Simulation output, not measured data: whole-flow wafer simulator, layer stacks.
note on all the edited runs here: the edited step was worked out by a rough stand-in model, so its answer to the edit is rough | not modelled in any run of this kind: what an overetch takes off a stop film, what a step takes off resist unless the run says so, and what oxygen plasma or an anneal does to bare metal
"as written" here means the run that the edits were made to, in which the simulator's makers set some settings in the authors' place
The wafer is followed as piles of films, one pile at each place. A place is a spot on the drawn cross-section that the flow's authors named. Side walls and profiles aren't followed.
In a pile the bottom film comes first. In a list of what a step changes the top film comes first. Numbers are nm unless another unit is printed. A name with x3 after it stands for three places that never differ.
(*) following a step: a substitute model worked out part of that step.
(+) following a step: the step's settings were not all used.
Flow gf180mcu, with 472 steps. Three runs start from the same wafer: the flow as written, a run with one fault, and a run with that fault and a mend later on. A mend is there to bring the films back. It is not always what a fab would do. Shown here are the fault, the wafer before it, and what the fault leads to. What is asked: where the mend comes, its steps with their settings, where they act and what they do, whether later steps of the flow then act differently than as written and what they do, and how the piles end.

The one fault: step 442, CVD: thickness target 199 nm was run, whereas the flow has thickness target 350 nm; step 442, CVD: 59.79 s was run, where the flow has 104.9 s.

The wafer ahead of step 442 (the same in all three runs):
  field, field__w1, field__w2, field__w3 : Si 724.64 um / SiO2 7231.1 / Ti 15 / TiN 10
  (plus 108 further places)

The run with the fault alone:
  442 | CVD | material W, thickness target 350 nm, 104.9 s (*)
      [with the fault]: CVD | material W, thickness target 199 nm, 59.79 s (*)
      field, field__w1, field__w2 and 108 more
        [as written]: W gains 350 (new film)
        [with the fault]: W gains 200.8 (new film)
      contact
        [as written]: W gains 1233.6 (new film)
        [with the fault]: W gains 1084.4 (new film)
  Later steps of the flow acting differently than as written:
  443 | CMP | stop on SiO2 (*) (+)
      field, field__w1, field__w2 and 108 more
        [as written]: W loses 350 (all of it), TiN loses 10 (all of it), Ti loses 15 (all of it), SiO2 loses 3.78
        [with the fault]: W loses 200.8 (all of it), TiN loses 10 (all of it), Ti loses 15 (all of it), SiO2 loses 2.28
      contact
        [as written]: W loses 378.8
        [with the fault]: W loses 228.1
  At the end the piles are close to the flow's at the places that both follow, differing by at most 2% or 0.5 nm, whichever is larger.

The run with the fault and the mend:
  The mend follows step 442.
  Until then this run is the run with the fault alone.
  442a | CVD | material W, thickness target 151 nm, 45.26 s (the flow's step 442 again, with other settings)
      field, field__w1, field__w2 and 109 more
        W gains 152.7
  Later steps of the flow that are run all act as written at every place that is followed, up to a difference of at most 2% or 0.5 nm, whichever is larger.
  At the end the piles are close to the flow's at the places that both follow, differing by at most 2% or 0.5 nm, whichever is larger.
